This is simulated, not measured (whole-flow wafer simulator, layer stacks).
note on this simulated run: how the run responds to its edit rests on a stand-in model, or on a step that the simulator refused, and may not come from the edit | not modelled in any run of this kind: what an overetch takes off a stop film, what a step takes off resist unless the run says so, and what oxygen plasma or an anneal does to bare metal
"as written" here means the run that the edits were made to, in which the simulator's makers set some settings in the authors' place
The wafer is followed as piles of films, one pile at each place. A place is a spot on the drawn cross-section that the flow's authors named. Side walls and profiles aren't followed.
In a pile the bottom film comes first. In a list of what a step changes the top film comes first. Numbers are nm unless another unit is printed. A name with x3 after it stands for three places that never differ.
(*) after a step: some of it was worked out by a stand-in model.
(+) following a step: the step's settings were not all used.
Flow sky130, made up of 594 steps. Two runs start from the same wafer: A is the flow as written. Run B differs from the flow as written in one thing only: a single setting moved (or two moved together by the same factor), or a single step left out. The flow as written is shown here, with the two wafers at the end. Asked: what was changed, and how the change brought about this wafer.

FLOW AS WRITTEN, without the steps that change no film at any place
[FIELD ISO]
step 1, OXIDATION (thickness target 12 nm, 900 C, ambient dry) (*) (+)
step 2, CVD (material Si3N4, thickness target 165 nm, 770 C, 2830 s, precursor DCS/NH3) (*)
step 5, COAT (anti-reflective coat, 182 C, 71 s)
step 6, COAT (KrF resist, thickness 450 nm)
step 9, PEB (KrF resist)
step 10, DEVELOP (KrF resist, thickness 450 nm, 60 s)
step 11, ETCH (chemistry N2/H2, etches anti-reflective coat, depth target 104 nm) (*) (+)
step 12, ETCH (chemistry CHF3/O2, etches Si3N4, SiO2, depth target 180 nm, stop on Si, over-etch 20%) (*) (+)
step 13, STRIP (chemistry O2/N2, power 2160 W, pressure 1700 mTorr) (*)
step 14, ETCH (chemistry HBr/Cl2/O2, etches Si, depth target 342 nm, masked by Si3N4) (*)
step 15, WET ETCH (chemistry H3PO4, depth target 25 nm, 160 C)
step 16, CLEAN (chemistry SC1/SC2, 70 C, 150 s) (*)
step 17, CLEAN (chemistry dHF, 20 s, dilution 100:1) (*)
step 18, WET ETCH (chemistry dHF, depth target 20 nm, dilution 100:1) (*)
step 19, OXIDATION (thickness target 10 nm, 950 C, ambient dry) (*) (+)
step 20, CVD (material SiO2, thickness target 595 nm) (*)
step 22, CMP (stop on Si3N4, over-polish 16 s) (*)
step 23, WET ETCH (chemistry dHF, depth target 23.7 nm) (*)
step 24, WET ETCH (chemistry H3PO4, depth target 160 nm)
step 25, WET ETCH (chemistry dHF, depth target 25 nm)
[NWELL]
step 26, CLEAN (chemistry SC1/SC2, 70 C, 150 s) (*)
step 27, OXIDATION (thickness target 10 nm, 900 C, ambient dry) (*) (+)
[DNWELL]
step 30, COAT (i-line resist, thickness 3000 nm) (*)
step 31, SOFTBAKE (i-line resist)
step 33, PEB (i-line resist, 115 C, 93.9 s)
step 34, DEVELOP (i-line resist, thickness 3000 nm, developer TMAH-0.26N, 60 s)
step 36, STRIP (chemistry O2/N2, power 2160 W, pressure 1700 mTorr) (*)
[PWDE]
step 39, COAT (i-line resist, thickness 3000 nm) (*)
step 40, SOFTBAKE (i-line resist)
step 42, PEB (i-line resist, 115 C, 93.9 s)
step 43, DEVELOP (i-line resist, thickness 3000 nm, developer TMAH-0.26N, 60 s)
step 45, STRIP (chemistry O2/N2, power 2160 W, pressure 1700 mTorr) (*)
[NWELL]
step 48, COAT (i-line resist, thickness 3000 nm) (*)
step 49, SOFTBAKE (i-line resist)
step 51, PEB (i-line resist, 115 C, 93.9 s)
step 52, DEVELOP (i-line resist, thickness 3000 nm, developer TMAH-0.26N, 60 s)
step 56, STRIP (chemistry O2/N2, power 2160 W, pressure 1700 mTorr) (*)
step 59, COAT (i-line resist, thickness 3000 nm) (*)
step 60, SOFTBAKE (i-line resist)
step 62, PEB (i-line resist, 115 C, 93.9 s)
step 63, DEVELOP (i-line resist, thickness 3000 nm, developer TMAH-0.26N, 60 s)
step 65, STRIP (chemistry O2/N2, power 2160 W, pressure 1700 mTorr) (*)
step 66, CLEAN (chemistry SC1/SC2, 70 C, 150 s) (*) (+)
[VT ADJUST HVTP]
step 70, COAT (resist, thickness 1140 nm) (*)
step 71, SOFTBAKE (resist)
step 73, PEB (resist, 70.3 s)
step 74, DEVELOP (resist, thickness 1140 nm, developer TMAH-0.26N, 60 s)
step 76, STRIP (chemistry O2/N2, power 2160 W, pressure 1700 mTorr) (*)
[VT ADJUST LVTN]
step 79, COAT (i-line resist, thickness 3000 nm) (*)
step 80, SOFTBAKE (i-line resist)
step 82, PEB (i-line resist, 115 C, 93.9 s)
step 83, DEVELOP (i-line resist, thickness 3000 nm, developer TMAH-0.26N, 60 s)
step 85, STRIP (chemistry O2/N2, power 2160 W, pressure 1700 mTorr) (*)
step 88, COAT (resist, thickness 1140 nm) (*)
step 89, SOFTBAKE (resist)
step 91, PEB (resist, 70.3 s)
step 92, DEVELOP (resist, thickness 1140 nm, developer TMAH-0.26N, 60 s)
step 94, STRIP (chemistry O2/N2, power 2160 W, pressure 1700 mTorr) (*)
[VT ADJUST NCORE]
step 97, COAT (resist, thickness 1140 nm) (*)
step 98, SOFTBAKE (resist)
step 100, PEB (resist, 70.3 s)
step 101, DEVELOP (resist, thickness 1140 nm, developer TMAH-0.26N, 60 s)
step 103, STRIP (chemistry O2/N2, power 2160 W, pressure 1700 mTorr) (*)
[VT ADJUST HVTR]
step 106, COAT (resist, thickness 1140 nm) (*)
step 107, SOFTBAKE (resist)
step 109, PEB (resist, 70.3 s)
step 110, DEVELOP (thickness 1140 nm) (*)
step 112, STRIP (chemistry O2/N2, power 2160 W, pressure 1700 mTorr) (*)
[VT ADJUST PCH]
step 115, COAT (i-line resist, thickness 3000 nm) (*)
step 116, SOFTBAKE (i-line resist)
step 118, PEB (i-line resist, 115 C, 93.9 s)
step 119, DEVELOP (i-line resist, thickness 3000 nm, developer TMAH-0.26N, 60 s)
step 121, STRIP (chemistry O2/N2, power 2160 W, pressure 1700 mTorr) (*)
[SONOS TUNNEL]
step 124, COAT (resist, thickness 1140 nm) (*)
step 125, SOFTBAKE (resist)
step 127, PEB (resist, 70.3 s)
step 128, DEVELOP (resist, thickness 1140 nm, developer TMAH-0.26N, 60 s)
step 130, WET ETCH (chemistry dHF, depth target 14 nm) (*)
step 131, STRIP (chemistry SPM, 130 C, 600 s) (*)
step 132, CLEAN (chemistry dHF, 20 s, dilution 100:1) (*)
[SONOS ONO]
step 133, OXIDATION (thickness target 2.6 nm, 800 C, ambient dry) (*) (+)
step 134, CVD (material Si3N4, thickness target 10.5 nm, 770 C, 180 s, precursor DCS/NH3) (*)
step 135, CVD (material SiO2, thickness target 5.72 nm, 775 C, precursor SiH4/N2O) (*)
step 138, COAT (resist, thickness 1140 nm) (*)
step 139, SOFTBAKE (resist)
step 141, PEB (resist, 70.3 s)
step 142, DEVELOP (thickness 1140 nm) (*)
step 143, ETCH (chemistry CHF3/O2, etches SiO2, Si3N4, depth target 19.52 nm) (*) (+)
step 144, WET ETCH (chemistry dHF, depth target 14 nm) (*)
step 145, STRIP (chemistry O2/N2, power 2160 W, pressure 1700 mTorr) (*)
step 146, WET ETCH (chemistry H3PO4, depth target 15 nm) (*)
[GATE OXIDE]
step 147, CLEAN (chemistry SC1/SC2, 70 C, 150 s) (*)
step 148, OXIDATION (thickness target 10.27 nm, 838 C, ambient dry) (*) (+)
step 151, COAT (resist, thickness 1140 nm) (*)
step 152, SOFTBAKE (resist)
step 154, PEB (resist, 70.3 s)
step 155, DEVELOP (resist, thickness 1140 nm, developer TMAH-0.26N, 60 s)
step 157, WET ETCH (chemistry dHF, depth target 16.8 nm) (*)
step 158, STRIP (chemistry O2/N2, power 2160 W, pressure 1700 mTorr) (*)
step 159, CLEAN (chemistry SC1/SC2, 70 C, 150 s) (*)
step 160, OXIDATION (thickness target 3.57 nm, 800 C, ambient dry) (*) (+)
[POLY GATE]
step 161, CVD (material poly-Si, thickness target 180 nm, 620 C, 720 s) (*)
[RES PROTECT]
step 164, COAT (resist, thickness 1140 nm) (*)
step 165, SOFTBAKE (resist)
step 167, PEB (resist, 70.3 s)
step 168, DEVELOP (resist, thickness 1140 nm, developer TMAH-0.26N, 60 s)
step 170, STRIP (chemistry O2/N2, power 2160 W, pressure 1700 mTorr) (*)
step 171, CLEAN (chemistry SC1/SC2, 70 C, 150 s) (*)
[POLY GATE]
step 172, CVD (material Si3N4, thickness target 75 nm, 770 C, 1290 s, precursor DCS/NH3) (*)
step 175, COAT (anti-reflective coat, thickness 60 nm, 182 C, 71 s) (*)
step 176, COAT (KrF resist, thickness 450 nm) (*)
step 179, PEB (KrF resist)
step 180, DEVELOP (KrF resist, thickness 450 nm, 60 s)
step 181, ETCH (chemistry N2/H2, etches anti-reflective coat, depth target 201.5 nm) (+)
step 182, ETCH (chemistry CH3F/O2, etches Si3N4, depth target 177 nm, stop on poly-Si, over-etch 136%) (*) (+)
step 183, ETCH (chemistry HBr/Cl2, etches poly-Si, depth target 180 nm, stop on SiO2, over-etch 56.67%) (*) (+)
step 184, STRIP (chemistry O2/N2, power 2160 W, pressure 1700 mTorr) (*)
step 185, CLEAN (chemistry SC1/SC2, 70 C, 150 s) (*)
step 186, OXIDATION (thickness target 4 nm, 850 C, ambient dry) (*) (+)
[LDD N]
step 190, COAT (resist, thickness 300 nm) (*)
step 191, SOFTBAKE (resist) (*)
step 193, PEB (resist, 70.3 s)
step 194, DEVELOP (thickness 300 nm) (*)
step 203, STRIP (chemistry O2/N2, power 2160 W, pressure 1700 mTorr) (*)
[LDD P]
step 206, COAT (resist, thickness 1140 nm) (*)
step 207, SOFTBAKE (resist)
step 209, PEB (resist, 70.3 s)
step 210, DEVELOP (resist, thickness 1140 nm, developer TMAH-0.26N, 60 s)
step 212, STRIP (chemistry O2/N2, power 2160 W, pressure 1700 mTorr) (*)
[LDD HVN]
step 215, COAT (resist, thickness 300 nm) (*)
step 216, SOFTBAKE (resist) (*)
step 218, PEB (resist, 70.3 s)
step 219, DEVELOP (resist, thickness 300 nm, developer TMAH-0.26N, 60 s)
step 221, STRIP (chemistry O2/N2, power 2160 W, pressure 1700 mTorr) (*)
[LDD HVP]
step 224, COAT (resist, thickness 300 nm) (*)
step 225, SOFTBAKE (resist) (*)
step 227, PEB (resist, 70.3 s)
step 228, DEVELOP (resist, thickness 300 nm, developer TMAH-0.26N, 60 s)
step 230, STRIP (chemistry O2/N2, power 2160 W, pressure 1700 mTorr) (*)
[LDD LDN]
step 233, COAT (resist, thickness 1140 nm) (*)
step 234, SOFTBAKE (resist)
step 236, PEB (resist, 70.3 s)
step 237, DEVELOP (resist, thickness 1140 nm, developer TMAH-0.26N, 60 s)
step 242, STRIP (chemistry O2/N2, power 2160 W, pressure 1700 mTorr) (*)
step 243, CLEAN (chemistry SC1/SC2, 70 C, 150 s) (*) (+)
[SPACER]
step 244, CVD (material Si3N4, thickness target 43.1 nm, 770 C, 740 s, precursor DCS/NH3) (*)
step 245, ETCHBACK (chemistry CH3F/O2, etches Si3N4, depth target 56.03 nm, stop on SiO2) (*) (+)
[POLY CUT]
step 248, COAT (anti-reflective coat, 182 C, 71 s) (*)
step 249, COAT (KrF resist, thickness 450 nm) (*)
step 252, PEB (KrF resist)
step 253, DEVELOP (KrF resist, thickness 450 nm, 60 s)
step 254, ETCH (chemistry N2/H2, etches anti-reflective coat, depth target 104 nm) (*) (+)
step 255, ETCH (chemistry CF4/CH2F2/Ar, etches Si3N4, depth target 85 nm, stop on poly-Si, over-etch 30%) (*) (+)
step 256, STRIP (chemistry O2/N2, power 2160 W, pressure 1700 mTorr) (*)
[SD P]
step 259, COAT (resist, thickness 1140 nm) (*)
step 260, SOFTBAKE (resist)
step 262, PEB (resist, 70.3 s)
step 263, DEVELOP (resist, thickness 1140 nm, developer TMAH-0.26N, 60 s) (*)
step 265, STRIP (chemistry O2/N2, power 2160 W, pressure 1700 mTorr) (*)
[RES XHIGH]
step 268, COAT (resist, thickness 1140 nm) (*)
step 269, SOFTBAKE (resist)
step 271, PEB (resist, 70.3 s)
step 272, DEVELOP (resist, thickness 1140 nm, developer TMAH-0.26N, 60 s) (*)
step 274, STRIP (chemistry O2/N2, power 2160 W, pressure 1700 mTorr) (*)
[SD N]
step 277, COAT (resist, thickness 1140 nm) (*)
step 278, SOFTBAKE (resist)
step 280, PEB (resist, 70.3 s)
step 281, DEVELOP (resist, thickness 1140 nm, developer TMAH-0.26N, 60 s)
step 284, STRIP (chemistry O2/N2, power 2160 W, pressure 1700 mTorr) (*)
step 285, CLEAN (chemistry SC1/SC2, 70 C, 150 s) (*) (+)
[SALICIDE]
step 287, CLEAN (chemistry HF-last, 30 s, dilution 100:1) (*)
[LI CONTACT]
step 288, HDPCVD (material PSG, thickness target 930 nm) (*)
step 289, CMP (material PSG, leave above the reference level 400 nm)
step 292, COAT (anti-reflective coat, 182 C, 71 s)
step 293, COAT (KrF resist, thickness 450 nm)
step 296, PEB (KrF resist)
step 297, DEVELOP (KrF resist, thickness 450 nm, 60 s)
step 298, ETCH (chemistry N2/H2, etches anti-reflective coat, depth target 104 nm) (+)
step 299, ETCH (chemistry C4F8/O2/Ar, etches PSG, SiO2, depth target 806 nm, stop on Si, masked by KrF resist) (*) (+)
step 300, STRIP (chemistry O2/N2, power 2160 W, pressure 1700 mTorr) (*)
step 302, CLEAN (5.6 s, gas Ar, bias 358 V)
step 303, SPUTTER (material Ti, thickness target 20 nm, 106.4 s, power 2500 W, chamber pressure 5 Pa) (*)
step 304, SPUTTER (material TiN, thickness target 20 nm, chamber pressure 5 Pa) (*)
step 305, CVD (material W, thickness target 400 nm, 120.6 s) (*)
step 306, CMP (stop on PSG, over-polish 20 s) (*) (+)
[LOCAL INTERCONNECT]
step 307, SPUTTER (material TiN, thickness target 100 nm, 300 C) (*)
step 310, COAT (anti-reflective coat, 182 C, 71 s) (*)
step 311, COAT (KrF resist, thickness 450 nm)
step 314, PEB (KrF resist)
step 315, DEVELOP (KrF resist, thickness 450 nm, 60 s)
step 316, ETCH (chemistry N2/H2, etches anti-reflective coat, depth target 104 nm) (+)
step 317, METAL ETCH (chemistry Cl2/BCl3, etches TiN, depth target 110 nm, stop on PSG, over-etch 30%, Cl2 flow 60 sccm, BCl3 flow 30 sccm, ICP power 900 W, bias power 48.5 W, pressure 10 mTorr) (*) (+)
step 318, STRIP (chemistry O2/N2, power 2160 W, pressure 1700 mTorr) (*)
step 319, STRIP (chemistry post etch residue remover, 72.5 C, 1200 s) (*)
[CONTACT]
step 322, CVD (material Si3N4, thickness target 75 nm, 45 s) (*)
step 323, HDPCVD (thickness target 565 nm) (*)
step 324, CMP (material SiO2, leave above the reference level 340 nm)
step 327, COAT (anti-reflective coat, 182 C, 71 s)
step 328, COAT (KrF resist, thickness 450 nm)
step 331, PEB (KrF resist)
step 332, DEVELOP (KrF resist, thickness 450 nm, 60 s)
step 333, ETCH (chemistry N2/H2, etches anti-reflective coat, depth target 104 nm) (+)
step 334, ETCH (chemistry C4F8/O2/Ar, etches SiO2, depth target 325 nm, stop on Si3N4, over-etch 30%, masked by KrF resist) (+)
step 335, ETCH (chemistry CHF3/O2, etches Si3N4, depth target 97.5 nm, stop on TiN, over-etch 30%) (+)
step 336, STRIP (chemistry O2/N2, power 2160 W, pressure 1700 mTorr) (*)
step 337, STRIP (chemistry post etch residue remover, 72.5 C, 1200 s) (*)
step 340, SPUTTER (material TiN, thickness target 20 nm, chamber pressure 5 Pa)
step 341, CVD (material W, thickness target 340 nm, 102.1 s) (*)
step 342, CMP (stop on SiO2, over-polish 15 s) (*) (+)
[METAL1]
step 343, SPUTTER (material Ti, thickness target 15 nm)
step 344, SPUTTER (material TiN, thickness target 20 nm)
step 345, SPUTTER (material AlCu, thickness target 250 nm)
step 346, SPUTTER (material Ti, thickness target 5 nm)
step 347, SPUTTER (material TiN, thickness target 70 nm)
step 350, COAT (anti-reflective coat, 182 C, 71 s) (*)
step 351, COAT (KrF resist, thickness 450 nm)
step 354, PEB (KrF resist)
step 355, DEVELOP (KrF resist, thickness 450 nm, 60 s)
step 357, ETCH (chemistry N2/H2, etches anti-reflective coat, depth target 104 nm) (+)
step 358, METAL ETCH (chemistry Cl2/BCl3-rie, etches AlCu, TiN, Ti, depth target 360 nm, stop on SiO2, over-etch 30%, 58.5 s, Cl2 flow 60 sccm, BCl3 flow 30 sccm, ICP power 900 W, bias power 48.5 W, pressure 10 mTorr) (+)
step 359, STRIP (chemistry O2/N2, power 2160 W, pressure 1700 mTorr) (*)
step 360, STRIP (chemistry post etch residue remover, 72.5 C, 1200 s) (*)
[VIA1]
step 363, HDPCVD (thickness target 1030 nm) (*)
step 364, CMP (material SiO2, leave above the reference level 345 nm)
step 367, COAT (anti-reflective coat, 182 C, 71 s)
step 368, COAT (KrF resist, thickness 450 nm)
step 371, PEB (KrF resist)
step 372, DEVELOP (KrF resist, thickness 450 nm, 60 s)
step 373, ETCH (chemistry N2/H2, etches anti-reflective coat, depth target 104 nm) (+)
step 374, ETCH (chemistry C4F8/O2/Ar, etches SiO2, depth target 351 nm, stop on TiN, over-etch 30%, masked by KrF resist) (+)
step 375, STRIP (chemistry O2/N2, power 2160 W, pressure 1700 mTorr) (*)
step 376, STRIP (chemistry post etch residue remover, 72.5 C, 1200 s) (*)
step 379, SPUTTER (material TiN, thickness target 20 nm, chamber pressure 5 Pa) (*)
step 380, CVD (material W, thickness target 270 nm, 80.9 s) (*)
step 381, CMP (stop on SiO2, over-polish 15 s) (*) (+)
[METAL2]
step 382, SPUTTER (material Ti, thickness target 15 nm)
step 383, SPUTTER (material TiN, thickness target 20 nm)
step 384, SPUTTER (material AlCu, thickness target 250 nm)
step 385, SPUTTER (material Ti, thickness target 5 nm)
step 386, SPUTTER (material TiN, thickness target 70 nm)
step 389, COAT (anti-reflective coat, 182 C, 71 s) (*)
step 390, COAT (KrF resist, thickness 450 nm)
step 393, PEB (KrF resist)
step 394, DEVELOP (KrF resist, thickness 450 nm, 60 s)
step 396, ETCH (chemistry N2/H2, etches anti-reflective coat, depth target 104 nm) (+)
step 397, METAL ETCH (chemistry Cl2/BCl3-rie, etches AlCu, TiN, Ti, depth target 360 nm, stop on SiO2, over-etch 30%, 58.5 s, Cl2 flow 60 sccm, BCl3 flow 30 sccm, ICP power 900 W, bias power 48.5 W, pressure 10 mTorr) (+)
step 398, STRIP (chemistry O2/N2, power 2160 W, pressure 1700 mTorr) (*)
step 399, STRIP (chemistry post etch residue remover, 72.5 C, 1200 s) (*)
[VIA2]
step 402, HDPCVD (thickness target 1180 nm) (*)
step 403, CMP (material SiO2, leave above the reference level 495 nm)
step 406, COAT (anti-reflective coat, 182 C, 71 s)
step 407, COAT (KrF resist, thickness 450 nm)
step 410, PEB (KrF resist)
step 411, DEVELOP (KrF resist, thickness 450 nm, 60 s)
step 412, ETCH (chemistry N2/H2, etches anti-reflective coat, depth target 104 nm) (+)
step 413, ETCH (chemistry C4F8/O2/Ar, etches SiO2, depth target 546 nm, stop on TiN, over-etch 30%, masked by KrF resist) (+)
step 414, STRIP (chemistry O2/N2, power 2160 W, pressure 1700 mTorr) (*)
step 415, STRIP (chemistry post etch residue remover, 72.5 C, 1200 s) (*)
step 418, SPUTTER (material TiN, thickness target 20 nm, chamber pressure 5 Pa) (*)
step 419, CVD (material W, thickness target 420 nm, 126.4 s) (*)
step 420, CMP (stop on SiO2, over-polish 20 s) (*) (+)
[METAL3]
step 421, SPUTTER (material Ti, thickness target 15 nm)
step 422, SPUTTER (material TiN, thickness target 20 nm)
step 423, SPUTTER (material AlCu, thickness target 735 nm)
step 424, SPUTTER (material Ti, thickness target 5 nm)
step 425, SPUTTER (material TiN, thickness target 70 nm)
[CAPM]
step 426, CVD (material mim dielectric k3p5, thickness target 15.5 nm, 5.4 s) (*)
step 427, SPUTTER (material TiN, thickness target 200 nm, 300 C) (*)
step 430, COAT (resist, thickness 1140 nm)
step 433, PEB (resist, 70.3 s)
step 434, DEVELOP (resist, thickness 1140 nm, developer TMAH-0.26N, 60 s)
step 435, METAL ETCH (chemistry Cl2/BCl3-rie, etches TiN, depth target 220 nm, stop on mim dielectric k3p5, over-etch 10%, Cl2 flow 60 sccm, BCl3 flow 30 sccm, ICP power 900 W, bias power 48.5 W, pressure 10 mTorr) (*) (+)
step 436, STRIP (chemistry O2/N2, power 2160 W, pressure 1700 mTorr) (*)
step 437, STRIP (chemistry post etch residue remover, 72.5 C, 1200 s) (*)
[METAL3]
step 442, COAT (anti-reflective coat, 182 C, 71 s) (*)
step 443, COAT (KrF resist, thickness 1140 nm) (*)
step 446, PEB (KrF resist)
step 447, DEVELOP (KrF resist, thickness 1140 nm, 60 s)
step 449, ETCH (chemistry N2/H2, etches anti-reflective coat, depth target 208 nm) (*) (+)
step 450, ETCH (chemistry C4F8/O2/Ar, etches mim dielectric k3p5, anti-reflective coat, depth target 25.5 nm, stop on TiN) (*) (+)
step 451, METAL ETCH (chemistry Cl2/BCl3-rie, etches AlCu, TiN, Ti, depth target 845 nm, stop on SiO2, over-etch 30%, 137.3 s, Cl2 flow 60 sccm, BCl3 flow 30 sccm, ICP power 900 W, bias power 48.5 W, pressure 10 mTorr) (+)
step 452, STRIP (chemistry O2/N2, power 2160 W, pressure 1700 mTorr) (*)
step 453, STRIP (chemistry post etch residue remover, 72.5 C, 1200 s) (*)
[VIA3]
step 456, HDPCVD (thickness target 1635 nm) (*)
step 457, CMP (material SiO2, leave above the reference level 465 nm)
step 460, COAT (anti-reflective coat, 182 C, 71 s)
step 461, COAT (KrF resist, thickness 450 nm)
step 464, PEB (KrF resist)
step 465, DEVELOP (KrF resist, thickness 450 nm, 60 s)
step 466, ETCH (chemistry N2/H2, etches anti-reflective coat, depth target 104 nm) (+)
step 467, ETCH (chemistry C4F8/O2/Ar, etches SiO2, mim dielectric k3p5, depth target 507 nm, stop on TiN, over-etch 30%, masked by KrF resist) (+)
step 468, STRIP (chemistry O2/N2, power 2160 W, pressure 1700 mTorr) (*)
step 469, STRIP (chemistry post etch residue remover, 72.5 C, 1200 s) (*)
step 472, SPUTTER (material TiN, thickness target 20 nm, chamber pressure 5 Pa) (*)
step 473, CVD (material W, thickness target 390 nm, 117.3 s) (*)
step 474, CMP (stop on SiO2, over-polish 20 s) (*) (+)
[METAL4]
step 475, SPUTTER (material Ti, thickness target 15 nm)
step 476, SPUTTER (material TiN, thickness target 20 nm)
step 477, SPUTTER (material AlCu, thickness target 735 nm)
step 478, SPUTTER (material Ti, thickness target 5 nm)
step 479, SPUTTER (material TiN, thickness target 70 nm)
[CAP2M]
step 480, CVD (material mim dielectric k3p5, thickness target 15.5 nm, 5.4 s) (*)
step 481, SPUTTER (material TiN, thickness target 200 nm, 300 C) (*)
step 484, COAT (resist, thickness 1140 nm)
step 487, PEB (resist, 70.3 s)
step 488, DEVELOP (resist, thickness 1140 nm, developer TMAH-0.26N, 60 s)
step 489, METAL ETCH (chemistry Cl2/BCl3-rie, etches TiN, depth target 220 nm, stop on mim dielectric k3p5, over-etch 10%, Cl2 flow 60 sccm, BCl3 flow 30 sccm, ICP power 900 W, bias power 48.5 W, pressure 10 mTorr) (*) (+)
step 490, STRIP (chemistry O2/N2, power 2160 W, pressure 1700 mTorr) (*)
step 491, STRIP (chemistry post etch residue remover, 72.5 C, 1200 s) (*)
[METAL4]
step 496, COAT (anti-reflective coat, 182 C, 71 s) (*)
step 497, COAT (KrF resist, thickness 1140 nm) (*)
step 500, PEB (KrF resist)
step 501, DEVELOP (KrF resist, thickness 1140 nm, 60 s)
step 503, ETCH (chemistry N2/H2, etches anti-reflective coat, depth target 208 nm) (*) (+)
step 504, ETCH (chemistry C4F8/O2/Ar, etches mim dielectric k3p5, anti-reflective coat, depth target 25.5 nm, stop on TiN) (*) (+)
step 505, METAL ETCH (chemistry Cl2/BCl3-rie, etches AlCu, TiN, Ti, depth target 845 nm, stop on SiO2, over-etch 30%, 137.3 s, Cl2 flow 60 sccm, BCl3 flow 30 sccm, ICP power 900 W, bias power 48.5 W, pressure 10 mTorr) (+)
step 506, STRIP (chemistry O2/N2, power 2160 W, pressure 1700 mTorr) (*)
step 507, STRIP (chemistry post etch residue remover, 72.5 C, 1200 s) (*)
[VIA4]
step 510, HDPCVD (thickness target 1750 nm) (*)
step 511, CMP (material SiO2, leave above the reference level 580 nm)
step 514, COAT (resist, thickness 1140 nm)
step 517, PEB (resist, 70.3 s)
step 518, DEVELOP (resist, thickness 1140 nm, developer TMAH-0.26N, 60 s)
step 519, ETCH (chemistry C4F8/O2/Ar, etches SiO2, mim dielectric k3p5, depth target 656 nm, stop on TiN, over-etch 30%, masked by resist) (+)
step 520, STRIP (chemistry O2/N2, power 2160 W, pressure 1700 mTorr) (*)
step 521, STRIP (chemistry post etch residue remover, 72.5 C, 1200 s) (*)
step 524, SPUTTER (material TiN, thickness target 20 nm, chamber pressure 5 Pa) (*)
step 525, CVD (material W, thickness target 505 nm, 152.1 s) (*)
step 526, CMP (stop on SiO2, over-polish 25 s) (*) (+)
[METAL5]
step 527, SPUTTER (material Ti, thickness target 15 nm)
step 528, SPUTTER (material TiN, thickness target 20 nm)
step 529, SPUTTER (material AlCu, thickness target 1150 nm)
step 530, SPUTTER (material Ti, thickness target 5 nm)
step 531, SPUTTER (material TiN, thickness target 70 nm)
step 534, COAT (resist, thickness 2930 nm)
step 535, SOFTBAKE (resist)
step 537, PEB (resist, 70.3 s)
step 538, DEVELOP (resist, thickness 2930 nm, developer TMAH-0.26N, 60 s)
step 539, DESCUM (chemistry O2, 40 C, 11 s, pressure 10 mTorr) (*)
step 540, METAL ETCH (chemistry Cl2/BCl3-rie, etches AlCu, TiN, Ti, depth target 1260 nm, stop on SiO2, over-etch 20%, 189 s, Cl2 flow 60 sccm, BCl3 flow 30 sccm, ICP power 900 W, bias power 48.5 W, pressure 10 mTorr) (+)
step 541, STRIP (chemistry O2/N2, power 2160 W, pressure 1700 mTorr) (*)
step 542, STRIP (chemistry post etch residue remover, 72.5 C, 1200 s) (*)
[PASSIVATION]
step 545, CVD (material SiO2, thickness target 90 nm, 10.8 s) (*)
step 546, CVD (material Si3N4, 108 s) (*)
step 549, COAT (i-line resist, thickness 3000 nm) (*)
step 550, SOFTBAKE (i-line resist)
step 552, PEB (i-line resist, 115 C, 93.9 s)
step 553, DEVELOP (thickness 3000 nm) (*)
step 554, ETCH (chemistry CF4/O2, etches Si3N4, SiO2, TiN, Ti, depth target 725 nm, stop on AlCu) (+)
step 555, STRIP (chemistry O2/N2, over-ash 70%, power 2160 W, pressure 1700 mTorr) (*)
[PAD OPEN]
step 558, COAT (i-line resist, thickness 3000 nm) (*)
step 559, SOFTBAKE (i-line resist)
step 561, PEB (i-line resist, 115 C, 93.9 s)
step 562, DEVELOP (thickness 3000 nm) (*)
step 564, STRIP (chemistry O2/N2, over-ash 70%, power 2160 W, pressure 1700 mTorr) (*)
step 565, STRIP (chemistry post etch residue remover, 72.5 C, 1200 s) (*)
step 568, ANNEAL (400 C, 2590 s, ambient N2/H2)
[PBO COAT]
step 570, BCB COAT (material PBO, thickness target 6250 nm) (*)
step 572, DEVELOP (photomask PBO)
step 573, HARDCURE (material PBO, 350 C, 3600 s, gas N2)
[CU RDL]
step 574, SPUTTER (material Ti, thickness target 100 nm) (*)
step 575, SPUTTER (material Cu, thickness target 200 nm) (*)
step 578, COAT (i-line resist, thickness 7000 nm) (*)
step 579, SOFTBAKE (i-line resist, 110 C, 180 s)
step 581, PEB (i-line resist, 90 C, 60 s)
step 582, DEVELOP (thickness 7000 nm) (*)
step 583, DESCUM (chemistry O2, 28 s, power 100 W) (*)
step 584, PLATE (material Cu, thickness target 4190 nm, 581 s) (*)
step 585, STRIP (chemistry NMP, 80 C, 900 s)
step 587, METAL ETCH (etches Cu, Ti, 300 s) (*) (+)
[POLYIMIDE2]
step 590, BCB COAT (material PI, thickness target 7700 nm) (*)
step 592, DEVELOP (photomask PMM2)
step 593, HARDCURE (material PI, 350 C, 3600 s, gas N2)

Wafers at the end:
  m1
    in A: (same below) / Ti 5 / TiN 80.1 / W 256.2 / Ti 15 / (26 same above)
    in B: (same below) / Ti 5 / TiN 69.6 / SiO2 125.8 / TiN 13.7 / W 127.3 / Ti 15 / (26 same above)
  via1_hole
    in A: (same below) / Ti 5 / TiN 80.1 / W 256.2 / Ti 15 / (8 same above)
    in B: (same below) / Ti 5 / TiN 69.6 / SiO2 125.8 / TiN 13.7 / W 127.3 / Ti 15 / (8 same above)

Cause: step 374, ETCH: depth target 144 nm was run, whereas the flow has depth target 351 nm.

Step by step, how the change led to this:
  step 374, ETCH (chemistry C4F8/O2/Ar, etches SiO2, depth target 351 nm, stop on TiN, over-etch 30%, masked by KrF resist) (+)
      m1, via1_hole: A -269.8 SiO2 (all of it) | B -144 SiO2
      field, active, n_well and 186 more: A -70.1 KrF resist | B -28.8 KrF resist
  step 375, STRIP (chemistry O2/N2, power 2160 W, pressure 1700 mTorr) (*)
      field, active, n_well and 186 more: A -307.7 KrF resist (all of it), -80 anti-reflective coat (all of it) | B -349 KrF resist (all of it), -80 anti-reflective coat (all of it)
  step 379, SPUTTER (material TiN, thickness target 20 nm, chamber pressure 5 Pa) (*)
      m1: A +11 TiN | B +13.7 TiN (new film)
      via1_hole: A +10.9 TiN | B +13.7 TiN (new film)
  step 380, CVD (material W, thickness target 270 nm, 80.9 s) (*)
      m1, via1_hole: A +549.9 W (new film) | B +420.9 W (new film)
With metal films that touch counted as one body, m1 has 3 bodies (between them, from the top down: SiO2 125.8; SiO2 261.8 / Si3N4 75); the flow as written gives 2 bodies (between them, from the top down: SiO2 261.8 / Si3N4 75).
With metal films that touch counted as one body, via1_hole has 2 bodies (between them, from the top down: SiO2 125.8); the flow as written gives 1 body.
